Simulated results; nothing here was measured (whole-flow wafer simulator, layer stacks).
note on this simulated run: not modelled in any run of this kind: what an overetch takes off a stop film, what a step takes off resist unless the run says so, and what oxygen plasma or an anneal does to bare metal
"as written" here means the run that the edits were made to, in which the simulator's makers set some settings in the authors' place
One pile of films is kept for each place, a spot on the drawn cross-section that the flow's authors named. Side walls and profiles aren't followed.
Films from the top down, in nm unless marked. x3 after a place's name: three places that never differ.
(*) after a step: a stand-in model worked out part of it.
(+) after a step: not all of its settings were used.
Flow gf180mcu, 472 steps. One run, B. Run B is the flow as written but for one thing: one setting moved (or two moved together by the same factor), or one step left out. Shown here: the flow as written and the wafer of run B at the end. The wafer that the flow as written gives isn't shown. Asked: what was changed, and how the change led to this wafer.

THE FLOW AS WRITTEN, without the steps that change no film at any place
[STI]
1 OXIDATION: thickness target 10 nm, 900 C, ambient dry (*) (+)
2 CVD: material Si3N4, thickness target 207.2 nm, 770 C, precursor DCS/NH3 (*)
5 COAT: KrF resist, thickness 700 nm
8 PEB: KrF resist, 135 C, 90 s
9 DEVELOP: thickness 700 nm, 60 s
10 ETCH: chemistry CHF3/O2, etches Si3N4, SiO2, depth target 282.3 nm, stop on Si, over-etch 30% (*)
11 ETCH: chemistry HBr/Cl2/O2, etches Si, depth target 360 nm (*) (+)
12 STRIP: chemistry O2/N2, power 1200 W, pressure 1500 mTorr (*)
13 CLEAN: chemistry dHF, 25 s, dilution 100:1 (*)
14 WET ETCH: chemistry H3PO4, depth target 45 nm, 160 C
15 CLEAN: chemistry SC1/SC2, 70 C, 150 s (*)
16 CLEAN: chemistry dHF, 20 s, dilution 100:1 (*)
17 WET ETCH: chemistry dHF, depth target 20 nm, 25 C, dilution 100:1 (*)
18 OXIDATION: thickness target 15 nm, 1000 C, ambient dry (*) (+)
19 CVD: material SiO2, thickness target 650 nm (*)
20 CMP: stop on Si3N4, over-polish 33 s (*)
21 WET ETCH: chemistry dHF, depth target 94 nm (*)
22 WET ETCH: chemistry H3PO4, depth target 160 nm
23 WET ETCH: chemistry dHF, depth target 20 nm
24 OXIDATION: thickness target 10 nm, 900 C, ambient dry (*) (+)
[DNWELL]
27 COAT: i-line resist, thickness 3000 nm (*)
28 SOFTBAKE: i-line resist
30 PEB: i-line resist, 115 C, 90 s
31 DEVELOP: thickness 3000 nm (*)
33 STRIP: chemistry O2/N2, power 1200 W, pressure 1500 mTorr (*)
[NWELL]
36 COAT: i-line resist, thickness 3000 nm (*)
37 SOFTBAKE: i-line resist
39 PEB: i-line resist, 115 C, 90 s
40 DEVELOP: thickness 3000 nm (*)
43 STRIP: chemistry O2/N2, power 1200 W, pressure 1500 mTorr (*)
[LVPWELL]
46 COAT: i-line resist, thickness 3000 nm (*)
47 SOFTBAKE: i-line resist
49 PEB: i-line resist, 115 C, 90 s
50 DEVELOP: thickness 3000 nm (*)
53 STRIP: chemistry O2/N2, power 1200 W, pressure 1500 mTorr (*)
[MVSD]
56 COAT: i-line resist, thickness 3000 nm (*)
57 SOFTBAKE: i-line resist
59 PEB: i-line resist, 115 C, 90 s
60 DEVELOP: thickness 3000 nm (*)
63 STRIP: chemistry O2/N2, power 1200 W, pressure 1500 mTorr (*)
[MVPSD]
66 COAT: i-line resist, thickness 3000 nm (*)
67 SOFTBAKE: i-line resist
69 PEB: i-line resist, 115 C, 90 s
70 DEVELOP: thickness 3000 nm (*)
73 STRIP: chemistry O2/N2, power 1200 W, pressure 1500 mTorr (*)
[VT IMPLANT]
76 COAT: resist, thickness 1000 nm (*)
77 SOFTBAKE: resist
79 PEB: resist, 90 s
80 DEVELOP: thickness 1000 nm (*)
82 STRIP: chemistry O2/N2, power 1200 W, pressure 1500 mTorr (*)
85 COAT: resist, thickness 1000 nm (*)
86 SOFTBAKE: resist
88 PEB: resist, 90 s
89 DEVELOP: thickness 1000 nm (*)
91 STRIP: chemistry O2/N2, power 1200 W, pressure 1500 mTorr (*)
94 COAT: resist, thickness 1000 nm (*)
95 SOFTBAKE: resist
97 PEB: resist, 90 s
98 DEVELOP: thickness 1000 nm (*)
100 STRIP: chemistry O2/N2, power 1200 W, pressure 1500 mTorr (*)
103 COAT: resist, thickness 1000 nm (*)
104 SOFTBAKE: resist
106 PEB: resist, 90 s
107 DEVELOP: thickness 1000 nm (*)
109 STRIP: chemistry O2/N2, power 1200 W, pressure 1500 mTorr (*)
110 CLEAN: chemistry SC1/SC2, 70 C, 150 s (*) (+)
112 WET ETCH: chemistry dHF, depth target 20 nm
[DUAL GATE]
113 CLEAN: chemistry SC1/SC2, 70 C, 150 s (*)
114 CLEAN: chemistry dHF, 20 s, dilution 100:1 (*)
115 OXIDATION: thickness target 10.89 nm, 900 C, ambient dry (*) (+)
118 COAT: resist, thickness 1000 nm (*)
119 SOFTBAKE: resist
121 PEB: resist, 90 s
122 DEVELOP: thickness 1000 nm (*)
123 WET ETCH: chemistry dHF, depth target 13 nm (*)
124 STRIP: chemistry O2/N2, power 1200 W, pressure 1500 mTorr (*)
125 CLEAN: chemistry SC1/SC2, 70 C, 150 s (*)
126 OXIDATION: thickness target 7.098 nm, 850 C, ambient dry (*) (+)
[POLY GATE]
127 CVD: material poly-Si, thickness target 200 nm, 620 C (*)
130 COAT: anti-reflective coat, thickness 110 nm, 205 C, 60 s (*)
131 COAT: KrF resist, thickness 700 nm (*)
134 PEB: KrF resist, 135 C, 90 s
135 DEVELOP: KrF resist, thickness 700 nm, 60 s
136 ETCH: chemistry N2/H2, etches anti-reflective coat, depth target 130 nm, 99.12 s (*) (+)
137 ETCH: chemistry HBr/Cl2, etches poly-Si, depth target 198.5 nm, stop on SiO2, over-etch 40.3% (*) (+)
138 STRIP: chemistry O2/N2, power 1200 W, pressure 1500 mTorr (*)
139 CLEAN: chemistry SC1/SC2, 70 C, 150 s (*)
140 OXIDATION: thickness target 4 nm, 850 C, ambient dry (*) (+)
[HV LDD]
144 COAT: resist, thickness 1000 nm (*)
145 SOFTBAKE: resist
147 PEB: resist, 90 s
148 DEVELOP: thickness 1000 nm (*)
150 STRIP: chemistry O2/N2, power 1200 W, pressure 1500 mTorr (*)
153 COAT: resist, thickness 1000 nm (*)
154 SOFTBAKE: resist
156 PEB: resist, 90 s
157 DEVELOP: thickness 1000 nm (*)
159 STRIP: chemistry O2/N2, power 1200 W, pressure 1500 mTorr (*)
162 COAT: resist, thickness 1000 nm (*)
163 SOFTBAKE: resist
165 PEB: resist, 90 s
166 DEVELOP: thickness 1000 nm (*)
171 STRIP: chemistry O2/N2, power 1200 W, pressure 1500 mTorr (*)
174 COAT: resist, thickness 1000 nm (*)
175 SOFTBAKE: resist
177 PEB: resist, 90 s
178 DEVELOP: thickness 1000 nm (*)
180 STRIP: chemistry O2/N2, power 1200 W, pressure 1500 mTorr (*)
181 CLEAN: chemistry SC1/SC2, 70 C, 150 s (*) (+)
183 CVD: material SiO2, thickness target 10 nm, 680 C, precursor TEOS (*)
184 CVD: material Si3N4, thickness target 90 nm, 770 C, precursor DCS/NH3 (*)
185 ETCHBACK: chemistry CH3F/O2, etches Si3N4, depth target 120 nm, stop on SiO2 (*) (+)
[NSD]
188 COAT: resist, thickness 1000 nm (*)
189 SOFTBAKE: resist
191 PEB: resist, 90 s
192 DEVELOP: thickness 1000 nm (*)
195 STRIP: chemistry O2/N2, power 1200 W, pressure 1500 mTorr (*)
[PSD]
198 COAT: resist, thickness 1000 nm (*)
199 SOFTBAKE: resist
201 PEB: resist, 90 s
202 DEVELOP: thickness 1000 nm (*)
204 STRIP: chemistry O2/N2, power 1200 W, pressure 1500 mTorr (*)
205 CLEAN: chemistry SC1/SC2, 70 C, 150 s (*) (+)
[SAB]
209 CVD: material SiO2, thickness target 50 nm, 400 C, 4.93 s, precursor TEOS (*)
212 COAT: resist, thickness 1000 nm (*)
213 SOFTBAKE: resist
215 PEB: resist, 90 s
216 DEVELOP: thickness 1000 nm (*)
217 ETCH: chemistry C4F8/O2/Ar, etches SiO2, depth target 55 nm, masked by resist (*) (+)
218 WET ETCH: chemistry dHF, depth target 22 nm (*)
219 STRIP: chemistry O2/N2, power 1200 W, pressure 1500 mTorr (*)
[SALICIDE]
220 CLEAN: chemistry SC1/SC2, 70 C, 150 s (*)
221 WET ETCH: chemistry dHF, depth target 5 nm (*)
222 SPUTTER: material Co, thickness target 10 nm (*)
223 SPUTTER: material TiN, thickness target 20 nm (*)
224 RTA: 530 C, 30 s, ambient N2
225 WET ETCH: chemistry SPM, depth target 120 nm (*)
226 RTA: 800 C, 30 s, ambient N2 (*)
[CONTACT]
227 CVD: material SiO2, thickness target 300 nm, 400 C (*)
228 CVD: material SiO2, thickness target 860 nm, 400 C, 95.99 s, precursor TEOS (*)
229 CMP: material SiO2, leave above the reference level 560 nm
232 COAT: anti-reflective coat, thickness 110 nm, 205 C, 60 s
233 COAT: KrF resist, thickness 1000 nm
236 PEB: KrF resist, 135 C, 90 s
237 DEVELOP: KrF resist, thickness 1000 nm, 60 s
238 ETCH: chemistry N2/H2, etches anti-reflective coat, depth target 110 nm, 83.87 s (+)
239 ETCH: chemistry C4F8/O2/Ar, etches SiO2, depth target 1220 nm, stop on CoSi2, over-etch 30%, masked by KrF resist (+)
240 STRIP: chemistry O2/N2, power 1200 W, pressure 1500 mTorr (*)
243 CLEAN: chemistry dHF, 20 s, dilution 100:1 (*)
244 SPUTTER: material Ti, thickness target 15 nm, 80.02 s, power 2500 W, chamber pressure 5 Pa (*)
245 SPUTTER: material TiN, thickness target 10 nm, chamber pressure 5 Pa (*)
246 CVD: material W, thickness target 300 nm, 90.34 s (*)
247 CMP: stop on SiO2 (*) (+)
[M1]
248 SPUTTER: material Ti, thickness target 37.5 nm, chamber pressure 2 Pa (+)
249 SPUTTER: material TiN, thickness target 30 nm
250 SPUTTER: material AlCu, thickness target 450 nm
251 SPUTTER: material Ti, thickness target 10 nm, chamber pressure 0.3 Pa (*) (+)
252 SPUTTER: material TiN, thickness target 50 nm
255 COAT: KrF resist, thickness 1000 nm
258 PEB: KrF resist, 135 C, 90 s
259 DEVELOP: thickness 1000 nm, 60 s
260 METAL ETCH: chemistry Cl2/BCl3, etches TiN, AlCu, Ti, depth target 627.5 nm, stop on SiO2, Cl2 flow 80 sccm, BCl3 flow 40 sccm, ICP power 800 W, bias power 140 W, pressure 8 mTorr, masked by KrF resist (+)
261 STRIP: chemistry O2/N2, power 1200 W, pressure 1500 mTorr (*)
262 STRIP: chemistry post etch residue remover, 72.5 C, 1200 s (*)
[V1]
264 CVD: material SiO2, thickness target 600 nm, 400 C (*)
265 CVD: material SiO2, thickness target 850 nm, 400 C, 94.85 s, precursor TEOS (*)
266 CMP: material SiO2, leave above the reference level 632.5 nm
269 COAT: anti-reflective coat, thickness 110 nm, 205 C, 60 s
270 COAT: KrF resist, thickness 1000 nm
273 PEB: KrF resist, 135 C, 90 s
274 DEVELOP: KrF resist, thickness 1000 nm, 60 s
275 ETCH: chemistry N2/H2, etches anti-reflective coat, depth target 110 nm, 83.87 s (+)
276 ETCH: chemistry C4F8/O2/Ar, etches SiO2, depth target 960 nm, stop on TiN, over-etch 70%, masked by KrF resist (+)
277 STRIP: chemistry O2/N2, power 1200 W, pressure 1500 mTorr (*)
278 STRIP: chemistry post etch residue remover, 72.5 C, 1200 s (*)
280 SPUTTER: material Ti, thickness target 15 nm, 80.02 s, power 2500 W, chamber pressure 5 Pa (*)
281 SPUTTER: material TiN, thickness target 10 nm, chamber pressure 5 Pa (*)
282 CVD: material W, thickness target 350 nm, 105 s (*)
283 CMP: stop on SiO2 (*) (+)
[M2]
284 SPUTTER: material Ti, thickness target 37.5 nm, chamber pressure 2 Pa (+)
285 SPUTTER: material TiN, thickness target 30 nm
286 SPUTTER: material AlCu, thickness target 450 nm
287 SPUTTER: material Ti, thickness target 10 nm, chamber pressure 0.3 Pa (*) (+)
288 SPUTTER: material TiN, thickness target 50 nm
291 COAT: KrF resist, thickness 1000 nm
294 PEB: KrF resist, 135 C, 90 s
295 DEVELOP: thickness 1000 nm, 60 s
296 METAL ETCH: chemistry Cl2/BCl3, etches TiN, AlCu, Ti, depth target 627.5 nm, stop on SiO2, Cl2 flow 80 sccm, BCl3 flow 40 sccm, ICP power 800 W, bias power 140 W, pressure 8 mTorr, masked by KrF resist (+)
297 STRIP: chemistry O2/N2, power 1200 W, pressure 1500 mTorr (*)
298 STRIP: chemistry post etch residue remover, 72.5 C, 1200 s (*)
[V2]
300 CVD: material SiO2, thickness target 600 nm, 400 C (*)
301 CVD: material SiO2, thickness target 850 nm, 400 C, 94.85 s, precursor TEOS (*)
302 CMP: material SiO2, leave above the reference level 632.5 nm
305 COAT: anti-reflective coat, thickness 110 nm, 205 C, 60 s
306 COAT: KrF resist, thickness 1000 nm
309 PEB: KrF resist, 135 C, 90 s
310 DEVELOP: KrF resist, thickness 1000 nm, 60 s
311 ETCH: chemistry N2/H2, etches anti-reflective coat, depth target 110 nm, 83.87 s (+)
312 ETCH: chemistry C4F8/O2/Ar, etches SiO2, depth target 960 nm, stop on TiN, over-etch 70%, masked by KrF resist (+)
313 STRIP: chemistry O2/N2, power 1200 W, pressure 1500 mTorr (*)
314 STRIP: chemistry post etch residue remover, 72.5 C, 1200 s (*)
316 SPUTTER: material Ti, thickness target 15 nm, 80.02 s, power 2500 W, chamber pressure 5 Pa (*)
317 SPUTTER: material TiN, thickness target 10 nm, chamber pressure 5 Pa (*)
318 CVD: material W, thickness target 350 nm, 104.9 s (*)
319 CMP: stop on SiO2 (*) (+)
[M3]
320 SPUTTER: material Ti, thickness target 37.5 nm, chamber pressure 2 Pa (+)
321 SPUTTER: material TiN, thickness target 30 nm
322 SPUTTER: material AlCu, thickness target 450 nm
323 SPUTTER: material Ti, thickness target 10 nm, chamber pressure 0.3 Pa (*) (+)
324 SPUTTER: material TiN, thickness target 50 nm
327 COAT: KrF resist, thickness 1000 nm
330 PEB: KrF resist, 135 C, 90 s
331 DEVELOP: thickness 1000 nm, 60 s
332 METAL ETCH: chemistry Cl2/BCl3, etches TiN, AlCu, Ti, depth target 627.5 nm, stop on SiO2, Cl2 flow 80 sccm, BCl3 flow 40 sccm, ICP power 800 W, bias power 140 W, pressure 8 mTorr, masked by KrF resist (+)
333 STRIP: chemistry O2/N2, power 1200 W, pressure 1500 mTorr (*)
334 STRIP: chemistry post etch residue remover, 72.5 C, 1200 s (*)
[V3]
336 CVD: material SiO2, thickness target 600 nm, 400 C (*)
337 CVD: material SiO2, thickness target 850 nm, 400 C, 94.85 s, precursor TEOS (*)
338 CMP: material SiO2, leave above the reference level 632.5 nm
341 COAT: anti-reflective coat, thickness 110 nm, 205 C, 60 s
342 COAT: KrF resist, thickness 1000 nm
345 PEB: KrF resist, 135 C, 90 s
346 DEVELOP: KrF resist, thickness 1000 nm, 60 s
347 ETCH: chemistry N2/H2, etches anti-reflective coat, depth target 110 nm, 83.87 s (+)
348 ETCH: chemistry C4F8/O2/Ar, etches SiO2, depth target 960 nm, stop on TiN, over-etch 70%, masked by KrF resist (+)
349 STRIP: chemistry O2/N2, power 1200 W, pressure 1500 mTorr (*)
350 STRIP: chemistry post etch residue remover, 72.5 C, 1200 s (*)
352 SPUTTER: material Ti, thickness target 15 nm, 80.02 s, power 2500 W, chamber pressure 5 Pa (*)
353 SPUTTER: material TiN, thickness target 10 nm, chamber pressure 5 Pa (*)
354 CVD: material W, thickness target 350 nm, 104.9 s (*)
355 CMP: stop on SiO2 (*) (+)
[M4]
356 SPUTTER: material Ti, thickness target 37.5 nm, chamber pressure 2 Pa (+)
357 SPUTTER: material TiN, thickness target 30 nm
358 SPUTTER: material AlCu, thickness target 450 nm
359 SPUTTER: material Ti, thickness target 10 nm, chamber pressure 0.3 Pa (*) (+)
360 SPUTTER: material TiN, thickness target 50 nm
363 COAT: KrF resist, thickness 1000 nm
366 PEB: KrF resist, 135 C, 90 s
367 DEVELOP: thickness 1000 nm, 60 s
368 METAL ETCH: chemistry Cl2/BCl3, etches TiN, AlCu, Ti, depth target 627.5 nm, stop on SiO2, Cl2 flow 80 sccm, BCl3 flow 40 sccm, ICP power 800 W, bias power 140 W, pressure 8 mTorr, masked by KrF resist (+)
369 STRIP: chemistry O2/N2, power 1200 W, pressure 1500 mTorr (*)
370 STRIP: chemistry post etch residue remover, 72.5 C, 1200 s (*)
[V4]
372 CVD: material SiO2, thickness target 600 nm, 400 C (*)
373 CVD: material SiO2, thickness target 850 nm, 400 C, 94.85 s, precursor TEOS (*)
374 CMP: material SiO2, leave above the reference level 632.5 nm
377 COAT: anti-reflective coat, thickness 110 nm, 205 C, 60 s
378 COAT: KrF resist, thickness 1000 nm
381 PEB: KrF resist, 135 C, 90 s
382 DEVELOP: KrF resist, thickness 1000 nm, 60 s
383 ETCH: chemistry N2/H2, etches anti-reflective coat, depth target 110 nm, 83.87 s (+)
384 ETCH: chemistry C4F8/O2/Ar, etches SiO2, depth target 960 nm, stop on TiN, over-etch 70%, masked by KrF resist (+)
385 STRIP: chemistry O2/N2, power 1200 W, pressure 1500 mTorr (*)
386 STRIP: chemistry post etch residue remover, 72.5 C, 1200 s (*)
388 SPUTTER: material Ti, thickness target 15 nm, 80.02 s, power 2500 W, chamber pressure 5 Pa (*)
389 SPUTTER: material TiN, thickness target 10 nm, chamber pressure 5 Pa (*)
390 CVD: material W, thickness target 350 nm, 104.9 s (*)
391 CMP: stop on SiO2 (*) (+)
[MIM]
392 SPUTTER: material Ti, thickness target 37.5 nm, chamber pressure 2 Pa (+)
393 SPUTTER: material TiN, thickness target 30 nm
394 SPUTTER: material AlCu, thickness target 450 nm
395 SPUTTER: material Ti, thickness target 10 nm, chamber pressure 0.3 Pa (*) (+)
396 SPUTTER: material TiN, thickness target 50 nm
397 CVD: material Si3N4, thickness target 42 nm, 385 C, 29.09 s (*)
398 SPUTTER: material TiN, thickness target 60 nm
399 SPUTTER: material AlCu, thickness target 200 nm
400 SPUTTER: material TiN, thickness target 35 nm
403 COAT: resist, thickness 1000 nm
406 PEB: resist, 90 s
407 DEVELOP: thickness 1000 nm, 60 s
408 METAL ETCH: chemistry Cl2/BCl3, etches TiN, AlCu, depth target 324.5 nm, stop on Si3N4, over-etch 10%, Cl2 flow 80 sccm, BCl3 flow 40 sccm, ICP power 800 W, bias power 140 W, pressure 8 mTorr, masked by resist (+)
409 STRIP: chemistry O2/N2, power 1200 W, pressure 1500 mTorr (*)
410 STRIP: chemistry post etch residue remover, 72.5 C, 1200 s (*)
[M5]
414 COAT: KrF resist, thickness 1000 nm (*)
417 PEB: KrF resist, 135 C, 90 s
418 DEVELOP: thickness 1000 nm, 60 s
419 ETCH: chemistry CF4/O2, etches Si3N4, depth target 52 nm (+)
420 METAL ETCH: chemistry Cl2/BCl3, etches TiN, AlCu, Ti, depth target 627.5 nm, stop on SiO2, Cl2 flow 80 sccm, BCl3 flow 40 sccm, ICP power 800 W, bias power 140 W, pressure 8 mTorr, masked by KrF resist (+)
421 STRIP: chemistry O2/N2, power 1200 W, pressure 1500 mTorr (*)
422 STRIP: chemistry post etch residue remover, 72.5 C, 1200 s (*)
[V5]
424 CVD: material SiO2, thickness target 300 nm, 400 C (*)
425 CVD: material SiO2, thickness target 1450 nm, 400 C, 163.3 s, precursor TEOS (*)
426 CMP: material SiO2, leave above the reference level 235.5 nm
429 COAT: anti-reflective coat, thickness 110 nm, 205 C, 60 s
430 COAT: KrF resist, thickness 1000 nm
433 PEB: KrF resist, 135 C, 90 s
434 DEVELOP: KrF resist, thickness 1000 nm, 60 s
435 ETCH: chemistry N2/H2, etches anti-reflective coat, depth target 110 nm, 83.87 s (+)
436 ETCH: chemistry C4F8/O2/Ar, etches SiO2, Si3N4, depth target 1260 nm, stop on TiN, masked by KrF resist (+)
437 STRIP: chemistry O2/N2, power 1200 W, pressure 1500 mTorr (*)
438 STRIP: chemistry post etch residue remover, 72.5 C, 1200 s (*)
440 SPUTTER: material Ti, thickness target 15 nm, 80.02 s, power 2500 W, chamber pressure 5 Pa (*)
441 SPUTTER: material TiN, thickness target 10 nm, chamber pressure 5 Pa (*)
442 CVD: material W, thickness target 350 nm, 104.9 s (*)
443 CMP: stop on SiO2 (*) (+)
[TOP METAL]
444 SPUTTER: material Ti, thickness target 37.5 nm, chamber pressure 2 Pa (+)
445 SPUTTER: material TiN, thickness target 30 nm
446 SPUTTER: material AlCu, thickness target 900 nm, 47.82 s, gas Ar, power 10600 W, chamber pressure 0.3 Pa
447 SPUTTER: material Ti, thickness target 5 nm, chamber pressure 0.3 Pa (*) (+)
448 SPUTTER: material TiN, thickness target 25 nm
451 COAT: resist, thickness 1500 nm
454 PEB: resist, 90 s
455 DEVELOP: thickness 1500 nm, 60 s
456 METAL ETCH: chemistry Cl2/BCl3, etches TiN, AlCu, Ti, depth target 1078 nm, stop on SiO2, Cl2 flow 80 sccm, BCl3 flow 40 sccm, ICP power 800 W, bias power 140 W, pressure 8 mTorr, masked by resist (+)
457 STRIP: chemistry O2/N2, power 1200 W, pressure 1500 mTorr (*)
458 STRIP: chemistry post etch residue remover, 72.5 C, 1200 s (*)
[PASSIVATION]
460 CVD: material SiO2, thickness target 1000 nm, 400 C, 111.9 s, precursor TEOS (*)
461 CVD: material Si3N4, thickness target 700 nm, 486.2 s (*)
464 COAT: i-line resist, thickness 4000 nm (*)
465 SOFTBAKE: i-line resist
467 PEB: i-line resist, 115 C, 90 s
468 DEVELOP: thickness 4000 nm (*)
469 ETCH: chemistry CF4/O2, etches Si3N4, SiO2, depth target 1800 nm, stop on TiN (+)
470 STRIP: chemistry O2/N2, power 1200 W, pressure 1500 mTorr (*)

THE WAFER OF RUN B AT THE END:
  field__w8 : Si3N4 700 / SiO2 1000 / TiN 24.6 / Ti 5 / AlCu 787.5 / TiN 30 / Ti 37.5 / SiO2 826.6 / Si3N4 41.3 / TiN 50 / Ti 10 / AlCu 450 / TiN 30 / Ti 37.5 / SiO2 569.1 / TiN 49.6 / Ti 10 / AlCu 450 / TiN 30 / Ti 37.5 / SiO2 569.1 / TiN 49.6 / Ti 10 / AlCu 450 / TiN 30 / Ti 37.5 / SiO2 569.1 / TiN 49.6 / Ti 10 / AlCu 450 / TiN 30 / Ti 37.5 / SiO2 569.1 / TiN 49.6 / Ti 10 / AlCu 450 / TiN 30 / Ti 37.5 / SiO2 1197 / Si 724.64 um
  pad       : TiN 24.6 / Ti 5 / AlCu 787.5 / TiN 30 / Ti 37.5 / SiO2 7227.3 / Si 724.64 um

The cause: step 446, SPUTTER: thickness target 787.5 nm was run, where the flow has thickness target 900 nm.
It can be read off the wafer: field__w8 has AlCu 787.5, and step 446 as written asks for 900 nm.

How the change led to this, step by step:
  446 SPUTTER: material AlCu, thickness target 900 nm, 47.82 s, gas Ar, power 10600 W, chamber pressure 0.3 Pa
      field, field__w1, field__w2 and 109 more: AlCu +787.5 (new film) (as written it would be: AlCu +900 (new film))
  456 METAL ETCH: chemistry Cl2/BCl3, etches TiN, AlCu, Ti, depth target 1078 nm, stop on SiO2, Cl2 flow 80 sccm, BCl3 flow 40 sccm, ICP power 800 W, bias power 140 W, pressure 8 mTorr, masked by resist (+)
      field, field__w1, field__w2 and 103 more: TiN -25 (all of it), Ti -5 (all of it), AlCu -787.5 (all of it), TiN -30 (all of it), Ti -37.5 (all of it) (as written it would be: TiN -25 (all of it), Ti -5 (all of it), AlCu -900 (all of it), TiN -30 (all of it), Ti -37.5 (all of it))
  464 COAT: i-line resist, thickness 4000 nm (*)
      field__w8: i-line resist +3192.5 (new film) (as written it would be: i-line resist +3093.1 (new film))
      contact: i-line resist +3242.4 (new film) (as written it would be: i-line resist +3153.6 (new film))
      (and at 4 more places)
  465 SOFTBAKE: i-line resist
      active_hv, ld_gate_n: i-line resist +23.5 (as written it would be: i-line resist +28.2)
      pplus_u, ppoly_u: i-line resist +32 (as written it would be: i-line resist +38)
      (and at 65 more places)
  467 PEB: i-line resist, 115 C, 90 s
      field__w8, m1__w1: i-line resist -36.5 (as written it would be: i-line resist -34.7)
      contact, m1: i-line resist -36.8 (as written it would be: i-line resist -35.1)
      (and at 2 more places)
  468 DEVELOP: thickness 4000 nm (*)
      pad: i-line resist -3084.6 (all of it) (as written it would be: i-line resist -2974.8 (all of it))
  470 STRIP: chemistry O2/N2, power 1200 W, pressure 1500 mTorr (*)
      field__w8, m1__w1: i-line resist -1896.1 (all of it) (as written it would be: i-line resist -1787.7 (all of it))
      contact: i-line resist -1915.6 (all of it) (as written it would be: i-line resist -1811.2 (all of it))
      (and at 2 more places)
